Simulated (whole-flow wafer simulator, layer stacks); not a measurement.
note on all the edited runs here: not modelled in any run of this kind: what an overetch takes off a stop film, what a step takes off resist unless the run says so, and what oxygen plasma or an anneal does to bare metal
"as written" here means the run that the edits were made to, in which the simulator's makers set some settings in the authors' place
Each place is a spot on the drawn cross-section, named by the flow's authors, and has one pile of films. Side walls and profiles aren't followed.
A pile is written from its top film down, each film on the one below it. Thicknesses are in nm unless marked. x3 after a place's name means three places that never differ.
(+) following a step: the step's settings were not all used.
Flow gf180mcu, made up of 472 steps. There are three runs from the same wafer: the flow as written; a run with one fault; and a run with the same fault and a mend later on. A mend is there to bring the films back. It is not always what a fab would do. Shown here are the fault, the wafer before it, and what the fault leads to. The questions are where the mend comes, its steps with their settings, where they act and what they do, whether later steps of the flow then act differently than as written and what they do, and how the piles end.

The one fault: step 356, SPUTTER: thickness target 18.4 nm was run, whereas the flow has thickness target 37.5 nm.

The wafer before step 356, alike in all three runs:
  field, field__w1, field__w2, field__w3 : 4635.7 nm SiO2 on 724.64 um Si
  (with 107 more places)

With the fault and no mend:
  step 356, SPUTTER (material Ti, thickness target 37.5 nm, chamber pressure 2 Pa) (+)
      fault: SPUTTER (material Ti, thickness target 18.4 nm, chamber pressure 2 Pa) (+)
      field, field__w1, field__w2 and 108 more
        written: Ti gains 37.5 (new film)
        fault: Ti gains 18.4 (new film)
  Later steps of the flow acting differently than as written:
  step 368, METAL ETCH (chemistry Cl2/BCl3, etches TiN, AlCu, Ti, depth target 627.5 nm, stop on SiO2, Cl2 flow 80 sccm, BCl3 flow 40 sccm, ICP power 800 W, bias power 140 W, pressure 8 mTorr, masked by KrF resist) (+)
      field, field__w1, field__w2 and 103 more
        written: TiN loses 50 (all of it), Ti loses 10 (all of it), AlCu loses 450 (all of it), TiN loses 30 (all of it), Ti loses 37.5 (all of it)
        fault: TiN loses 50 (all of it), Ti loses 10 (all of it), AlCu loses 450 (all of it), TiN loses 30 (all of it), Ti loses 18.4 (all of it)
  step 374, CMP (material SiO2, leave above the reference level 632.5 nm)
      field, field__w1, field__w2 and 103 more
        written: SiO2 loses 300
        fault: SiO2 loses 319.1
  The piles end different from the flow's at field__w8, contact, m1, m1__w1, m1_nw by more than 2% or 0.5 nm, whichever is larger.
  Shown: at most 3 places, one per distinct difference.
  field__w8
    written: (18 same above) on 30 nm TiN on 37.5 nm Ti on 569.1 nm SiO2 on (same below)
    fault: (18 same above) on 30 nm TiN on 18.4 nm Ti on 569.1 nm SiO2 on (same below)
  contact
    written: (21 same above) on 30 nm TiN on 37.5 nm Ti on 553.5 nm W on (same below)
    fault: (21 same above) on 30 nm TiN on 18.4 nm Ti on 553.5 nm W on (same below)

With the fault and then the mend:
  The mend stands after step 356.
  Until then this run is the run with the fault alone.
  step 356a, SPUTTER (material Ti, thickness target 19.1 nm, chamber pressure 2 Pa) (+) (the flow's step 356 again, with other settings)
      field, field__w1, field__w2 and 108 more
        Ti gains 19.1
  Later steps of the flow that are run all act as written at every place that is followed.
  By the end, the piles equal the flow's at every place that both follow.
